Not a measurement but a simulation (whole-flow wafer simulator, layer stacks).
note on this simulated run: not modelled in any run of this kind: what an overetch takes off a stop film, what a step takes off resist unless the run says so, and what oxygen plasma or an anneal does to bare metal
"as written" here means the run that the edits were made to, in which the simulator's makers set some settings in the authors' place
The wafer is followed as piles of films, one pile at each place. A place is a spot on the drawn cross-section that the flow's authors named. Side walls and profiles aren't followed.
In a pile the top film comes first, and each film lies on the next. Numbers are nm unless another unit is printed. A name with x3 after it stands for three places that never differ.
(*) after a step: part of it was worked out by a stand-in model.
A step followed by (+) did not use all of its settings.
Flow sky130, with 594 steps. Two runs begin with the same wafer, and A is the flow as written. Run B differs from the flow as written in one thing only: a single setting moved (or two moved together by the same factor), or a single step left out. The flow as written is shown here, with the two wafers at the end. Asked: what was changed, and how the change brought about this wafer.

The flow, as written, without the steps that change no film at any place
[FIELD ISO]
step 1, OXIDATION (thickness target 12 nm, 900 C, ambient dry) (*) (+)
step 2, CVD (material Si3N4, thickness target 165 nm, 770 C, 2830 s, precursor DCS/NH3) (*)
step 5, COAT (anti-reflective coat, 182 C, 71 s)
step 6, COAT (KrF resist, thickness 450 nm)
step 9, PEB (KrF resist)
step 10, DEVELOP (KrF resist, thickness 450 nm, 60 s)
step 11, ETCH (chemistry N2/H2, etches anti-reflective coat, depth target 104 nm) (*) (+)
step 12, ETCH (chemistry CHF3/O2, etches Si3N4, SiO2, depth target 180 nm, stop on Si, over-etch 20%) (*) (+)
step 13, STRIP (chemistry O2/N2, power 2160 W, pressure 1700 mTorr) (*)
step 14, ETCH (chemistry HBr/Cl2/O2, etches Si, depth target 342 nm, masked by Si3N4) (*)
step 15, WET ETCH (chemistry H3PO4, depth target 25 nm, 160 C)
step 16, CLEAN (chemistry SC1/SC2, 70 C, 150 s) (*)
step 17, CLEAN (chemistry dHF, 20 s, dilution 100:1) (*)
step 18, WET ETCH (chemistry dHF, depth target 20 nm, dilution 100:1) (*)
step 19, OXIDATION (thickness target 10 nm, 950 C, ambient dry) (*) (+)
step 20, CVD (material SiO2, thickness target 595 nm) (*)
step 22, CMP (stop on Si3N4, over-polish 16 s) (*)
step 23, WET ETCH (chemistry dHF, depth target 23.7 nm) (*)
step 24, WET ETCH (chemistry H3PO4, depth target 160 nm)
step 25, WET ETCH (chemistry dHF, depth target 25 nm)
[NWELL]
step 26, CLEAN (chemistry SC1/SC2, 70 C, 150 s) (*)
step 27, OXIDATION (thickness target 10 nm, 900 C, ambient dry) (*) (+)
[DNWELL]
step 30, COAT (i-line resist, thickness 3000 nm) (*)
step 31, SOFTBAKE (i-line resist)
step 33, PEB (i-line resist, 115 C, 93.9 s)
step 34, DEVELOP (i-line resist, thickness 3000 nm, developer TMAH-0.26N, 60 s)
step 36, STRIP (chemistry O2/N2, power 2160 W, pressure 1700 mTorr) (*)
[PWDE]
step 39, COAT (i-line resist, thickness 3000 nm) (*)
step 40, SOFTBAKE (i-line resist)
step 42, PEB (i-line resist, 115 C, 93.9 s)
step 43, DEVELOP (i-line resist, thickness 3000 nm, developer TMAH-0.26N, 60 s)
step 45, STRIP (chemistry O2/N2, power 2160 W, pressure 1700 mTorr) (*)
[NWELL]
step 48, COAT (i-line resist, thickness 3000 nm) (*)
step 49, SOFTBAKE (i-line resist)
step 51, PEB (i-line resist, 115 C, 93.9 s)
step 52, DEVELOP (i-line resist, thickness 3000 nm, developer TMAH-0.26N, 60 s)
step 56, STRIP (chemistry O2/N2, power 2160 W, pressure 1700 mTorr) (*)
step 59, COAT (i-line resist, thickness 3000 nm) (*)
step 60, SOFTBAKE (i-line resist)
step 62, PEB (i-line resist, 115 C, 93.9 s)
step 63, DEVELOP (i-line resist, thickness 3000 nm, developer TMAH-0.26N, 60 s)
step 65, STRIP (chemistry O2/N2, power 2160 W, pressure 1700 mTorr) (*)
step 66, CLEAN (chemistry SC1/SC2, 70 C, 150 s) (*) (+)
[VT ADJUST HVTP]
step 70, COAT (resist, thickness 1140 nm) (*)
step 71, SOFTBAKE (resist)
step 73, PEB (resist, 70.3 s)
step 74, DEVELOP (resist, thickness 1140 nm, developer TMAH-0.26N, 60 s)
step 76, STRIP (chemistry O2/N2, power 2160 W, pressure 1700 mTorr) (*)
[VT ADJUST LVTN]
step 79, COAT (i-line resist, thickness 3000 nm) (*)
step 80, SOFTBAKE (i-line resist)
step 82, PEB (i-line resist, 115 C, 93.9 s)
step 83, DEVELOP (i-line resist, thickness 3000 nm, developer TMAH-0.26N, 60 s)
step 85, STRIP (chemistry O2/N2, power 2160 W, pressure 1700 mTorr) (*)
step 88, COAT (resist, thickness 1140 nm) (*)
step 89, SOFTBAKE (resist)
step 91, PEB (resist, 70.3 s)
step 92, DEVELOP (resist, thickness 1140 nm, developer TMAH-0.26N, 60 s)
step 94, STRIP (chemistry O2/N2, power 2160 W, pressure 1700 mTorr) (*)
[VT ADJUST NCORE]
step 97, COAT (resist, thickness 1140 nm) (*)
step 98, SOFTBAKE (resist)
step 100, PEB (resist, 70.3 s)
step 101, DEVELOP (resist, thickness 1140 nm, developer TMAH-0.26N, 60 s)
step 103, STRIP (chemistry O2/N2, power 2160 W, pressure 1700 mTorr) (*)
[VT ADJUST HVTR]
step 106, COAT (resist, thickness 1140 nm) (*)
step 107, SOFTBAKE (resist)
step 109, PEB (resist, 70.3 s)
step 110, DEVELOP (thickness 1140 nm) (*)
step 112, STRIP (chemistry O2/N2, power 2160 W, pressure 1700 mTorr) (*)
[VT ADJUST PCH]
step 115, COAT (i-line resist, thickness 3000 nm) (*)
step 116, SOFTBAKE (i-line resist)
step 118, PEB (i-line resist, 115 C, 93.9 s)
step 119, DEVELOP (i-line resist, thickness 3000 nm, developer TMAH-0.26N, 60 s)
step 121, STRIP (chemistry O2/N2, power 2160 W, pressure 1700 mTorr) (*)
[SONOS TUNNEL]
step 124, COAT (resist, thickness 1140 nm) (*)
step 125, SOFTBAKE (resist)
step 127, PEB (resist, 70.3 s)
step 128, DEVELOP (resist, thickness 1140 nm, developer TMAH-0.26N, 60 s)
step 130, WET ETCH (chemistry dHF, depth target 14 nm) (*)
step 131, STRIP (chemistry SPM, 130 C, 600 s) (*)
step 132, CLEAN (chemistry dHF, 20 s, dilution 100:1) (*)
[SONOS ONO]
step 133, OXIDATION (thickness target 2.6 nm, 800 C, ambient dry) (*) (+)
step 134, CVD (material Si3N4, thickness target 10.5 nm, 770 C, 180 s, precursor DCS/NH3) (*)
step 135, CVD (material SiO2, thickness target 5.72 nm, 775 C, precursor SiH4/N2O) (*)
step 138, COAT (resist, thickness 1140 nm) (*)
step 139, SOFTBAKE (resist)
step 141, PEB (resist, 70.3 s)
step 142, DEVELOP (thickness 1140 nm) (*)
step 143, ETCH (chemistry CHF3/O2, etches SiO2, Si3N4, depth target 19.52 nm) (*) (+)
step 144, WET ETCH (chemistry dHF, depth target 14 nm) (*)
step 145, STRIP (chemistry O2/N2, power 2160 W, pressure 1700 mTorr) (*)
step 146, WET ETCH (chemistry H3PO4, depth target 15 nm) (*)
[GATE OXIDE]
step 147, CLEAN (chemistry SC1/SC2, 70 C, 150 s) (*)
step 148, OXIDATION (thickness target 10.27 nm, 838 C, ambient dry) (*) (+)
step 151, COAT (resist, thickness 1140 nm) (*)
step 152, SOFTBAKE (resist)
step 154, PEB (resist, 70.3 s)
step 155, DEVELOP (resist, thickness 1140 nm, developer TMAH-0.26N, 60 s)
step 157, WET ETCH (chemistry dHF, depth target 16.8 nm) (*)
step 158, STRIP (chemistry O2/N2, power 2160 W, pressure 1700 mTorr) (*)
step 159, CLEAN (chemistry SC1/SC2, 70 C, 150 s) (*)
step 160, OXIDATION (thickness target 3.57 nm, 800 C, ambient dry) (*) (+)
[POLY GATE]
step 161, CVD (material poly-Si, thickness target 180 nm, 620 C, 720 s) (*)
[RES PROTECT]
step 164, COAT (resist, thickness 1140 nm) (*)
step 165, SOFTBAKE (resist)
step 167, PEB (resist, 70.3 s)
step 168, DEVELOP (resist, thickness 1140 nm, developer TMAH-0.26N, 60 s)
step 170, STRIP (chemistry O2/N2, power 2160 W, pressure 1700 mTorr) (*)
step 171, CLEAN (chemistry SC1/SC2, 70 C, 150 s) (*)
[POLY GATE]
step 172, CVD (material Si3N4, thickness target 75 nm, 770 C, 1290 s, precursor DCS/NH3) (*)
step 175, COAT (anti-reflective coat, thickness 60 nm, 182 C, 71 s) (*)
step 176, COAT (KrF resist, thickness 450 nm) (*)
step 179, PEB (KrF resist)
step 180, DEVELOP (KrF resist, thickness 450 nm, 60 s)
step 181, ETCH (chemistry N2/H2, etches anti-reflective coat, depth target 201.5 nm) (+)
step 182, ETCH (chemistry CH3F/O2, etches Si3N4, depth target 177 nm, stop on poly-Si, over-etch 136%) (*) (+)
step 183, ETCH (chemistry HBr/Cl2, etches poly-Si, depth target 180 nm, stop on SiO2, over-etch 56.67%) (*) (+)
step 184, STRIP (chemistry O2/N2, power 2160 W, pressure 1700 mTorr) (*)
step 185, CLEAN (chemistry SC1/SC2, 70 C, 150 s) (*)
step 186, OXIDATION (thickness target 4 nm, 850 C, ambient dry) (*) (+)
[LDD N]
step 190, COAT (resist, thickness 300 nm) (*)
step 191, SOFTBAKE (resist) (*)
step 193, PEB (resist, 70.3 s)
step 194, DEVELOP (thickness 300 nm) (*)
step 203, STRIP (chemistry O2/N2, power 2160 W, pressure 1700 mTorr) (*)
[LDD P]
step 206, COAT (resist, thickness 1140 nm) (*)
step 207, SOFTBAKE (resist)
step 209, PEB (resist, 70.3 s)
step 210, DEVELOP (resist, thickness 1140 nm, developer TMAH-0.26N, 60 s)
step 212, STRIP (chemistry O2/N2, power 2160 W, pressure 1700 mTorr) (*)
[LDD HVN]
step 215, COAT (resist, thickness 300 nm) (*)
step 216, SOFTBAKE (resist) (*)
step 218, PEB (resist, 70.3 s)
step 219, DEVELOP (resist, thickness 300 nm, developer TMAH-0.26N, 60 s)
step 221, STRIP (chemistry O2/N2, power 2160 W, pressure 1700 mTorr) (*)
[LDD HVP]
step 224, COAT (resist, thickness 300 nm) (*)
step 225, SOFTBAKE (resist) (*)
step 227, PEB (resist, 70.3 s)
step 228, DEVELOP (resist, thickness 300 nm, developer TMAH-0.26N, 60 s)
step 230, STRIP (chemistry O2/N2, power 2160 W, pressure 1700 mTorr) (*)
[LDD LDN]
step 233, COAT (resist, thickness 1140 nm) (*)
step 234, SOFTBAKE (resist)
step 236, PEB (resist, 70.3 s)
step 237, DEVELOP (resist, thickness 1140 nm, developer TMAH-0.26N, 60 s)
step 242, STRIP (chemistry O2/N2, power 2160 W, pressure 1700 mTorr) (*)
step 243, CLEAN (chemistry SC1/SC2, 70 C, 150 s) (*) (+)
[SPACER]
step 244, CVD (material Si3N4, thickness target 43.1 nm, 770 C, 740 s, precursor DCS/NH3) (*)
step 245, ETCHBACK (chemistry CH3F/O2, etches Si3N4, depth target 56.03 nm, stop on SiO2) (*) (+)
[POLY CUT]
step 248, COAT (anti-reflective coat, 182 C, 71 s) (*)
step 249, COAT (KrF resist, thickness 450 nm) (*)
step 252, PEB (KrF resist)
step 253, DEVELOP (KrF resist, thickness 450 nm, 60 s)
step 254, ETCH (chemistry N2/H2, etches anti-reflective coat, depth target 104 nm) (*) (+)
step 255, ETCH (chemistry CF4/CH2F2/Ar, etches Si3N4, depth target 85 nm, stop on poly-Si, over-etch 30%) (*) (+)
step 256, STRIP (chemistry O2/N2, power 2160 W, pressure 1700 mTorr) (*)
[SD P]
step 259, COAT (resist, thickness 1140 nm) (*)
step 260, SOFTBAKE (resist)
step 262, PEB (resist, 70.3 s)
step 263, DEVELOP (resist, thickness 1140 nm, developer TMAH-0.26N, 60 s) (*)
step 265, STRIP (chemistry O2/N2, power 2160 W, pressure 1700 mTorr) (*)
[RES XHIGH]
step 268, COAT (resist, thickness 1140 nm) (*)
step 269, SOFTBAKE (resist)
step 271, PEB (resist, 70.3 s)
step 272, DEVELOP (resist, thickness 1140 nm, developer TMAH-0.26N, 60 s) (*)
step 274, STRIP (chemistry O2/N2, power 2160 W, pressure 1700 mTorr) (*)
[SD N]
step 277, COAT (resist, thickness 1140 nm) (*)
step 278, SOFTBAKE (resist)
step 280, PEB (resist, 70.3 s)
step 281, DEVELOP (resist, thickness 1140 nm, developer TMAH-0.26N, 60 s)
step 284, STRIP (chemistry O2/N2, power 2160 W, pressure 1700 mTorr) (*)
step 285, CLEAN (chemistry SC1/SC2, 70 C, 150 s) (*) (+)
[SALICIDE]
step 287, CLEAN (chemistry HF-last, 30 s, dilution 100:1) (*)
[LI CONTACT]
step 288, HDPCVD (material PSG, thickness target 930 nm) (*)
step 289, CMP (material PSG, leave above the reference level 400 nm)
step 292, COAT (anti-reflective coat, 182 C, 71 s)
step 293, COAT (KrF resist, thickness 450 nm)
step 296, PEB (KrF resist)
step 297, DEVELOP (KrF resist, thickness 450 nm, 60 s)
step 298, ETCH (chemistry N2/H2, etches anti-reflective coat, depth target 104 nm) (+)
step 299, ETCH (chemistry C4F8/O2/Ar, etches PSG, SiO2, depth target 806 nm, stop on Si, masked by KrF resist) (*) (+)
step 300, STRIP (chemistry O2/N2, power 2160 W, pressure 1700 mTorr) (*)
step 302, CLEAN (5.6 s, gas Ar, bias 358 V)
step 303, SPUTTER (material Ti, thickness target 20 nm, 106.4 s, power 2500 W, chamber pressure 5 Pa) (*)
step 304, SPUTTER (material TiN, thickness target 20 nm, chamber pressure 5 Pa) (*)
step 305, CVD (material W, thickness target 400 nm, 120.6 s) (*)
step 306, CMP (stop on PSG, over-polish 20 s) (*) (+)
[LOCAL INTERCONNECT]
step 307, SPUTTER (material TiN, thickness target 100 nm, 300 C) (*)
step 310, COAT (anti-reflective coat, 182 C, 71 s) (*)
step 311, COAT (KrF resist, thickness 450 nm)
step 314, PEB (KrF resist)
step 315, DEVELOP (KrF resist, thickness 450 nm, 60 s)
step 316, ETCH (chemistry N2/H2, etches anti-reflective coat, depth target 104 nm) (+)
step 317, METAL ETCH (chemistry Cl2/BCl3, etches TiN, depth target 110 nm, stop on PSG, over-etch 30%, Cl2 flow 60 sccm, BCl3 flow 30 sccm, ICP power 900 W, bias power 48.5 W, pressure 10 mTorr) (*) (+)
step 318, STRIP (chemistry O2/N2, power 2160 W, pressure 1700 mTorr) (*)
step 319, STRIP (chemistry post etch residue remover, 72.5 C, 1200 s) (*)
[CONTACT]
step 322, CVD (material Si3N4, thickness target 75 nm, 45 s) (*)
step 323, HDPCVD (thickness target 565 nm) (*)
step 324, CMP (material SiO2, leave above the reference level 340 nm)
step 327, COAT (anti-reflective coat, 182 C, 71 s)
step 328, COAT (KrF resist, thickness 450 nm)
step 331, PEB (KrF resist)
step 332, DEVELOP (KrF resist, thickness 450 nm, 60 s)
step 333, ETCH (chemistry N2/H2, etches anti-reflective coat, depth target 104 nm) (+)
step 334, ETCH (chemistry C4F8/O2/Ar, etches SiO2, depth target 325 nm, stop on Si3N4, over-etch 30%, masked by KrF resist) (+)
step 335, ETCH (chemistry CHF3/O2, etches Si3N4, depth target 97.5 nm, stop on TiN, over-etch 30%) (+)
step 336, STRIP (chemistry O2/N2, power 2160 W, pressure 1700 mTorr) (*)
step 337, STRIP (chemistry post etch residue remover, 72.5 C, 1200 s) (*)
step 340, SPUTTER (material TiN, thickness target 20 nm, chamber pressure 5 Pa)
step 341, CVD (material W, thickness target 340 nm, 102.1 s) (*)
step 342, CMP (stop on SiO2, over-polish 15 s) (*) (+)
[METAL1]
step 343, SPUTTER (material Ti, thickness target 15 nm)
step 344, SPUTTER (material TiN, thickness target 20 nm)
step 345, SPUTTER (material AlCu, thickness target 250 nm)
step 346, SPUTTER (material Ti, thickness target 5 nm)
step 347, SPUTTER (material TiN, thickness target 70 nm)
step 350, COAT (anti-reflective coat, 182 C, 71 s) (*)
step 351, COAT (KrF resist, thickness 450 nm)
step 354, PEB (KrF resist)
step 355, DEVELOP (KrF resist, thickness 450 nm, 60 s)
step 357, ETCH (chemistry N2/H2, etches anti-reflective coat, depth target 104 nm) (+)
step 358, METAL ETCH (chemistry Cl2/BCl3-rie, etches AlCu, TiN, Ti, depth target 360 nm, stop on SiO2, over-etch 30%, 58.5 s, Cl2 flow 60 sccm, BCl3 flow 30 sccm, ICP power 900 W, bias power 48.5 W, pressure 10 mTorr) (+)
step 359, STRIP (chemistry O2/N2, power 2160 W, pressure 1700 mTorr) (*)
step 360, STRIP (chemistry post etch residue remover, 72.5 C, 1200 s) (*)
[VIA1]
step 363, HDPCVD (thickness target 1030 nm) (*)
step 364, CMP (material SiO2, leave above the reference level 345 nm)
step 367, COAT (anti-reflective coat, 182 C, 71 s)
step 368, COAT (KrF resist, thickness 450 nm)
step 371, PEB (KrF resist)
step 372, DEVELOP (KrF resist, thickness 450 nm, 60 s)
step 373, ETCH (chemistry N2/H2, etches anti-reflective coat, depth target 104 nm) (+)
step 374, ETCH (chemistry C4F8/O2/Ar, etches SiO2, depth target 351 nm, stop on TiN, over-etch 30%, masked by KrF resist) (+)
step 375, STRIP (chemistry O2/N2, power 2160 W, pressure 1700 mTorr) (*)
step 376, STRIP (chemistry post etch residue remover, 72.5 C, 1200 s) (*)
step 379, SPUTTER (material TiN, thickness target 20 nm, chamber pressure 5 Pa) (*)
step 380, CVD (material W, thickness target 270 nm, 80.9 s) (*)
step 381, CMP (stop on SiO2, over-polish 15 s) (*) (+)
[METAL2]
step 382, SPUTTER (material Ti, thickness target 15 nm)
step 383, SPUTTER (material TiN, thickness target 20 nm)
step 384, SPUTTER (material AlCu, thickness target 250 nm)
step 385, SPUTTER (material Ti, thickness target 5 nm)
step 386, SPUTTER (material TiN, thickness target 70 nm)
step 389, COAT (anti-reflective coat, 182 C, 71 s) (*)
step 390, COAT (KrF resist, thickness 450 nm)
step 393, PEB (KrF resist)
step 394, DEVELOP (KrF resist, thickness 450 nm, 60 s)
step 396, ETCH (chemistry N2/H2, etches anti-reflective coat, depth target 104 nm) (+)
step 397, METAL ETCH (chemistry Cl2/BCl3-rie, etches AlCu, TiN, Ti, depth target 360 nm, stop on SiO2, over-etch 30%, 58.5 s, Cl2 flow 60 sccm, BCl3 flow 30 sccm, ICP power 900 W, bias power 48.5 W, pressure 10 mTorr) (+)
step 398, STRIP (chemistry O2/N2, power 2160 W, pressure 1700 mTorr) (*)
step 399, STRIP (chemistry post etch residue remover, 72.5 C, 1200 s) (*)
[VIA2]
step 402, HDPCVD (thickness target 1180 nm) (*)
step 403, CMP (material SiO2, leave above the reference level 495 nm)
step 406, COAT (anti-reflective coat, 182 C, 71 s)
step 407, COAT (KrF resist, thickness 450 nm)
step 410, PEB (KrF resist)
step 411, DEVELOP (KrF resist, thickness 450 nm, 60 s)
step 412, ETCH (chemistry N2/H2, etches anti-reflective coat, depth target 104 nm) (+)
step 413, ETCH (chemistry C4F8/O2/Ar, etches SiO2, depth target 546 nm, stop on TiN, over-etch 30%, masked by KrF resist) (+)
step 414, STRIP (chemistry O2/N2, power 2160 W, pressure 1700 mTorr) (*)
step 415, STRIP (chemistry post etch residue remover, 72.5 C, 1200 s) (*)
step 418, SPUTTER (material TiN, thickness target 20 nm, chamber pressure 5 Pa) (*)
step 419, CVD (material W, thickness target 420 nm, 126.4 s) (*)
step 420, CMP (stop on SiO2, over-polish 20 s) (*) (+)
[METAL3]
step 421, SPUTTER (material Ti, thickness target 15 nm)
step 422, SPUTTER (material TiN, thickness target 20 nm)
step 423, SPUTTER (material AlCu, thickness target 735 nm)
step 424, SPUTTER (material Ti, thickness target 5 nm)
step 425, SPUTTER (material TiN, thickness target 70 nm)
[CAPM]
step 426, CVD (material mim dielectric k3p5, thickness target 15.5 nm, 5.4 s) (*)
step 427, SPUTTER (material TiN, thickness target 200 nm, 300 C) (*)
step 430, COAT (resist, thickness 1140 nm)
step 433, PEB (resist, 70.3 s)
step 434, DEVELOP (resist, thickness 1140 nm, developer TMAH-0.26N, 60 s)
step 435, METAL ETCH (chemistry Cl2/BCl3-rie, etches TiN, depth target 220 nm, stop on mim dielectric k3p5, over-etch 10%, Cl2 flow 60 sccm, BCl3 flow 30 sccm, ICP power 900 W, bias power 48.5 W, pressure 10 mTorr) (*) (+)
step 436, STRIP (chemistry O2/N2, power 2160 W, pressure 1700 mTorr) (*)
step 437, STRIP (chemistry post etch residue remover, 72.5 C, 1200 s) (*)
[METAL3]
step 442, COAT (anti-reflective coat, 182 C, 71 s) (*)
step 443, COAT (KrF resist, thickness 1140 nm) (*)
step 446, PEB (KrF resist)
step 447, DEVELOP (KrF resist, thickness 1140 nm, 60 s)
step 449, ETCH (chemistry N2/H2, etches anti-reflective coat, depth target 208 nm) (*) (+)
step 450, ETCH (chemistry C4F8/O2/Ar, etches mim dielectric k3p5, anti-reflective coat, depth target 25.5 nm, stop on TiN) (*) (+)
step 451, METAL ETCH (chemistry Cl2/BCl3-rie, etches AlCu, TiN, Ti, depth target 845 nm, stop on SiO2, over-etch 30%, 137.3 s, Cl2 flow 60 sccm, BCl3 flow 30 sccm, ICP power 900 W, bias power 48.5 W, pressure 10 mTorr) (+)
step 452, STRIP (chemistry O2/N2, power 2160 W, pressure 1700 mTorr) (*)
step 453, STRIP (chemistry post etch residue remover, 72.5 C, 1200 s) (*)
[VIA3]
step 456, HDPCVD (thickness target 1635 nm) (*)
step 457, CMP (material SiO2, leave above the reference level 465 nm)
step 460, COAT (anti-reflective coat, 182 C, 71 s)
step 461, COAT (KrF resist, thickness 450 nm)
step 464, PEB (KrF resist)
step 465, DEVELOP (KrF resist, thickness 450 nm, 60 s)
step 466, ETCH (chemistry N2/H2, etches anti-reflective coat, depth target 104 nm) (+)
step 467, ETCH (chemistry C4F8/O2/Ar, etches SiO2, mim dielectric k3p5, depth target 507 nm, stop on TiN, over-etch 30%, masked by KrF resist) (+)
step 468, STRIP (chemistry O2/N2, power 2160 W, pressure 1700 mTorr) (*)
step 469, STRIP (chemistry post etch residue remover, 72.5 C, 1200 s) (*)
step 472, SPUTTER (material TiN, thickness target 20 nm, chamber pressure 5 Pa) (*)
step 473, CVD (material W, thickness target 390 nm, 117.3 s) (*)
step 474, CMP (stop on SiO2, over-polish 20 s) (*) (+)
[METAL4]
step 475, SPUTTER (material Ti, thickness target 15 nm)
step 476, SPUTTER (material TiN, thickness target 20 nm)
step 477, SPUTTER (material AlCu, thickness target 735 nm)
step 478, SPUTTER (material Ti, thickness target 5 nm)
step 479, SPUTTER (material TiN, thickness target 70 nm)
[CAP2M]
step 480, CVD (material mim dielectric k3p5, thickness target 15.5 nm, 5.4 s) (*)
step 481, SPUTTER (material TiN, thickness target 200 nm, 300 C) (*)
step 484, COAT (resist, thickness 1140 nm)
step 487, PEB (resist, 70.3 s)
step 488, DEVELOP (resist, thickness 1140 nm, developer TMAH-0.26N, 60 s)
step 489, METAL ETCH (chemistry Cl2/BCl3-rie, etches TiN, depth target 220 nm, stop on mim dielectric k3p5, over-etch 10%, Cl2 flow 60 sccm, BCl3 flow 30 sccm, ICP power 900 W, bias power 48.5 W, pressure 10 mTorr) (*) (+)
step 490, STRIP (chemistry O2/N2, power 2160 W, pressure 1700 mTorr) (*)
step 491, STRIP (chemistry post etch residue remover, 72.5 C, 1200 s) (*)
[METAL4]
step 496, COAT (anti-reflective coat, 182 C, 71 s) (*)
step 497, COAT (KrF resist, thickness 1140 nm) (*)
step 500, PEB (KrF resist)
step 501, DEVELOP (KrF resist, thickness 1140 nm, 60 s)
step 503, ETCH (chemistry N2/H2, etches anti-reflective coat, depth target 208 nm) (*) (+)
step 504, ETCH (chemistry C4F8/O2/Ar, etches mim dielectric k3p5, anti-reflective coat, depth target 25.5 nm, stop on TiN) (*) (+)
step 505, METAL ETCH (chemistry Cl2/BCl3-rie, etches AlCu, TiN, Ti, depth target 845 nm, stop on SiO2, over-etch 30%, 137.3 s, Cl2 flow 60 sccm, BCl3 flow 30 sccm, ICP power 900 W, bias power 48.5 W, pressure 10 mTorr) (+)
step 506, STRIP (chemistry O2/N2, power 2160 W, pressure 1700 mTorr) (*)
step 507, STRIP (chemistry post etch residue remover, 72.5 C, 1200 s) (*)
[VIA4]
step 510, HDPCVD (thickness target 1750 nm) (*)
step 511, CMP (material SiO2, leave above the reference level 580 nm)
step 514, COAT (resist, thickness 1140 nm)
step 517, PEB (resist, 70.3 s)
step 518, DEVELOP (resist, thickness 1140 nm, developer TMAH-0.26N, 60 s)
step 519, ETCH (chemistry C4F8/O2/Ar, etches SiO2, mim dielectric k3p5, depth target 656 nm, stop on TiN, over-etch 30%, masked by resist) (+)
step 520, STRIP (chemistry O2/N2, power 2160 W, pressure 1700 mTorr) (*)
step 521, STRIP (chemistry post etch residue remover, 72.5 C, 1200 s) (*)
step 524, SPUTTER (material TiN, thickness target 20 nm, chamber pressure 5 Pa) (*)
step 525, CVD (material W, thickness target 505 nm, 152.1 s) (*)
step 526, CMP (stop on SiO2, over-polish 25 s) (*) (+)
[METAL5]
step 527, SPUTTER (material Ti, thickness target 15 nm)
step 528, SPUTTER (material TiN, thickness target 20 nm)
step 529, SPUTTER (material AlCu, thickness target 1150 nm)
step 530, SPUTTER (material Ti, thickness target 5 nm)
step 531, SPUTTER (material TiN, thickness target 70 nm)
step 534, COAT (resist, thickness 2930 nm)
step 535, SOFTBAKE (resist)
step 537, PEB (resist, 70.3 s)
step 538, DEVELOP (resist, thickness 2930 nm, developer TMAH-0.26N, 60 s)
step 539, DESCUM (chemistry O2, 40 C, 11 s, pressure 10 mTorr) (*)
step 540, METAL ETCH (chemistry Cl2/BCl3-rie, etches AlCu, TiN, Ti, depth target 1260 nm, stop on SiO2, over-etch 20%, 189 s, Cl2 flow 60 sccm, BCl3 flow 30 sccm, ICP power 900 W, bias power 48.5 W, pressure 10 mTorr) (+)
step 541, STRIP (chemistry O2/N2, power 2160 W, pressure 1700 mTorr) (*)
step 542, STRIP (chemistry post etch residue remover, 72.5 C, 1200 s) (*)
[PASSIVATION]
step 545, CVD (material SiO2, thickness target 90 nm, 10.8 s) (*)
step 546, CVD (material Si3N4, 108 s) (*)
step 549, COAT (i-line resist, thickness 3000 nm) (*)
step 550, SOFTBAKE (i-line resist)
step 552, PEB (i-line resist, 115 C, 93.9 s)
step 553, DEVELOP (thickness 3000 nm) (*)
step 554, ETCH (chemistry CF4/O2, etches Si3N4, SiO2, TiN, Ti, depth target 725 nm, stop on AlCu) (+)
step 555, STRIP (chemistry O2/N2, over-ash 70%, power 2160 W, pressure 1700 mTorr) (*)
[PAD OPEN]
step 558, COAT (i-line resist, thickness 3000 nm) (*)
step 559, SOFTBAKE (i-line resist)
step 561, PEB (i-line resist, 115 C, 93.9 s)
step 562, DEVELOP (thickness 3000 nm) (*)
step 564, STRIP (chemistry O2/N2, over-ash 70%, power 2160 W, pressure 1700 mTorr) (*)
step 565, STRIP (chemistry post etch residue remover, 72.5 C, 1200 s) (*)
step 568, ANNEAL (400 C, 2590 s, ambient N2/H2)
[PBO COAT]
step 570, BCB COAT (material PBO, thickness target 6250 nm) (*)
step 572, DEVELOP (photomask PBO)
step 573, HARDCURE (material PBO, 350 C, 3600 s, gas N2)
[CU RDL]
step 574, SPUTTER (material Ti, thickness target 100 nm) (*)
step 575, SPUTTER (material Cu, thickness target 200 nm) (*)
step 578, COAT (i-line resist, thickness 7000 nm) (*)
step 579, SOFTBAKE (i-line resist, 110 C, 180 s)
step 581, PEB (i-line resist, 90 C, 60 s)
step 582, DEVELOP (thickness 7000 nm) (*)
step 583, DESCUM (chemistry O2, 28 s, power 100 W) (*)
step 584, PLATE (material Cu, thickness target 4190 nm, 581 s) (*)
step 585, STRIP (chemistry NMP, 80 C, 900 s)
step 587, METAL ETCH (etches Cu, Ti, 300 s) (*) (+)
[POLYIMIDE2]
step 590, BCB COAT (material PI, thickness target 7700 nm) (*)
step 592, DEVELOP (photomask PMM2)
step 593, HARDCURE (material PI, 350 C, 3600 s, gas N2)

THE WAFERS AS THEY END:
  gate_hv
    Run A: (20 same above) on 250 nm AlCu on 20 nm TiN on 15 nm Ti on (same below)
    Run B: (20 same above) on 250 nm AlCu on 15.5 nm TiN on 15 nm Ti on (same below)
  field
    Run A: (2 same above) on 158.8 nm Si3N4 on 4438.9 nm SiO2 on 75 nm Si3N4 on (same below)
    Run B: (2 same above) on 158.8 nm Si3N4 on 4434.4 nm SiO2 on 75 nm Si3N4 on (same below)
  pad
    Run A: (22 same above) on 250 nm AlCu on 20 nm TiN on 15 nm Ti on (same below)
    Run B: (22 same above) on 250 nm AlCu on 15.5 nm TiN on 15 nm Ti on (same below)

The reason: step 383, SPUTTER: thickness target 15.5 nm was run, while the flow as written has thickness target 20 nm.
One can read it off the wafer: gate_hv has TiN 15.5, and step 383 as written asks for 20 nm.

Step by step, how the change led to this:
  step 383, SPUTTER (material TiN, thickness target 20 nm)
      field, active, n_well and 188 more: A +20 TiN (new film) | B +15.5 TiN (new film)
  step 397, METAL ETCH (chemistry Cl2/BCl3-rie, etches AlCu, TiN, Ti, depth target 360 nm, stop on SiO2, over-etch 30%, 58.5 s, Cl2 flow 60 sccm, BCl3 flow 30 sccm, ICP power 900 W, bias power 48.5 W, pressure 10 mTorr) (+)
      field, active, gate and 82 more: A -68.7 TiN (all of it), -5 Ti (all of it), -250 AlCu (all of it), -20 TiN (all of it), -15 Ti (all of it), -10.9 SiO2 | B -68.7 TiN (all of it), -5 Ti (all of it), -250 AlCu (all of it), -15.5 TiN (all of it), -15 Ti (all of it), -11.4 SiO2
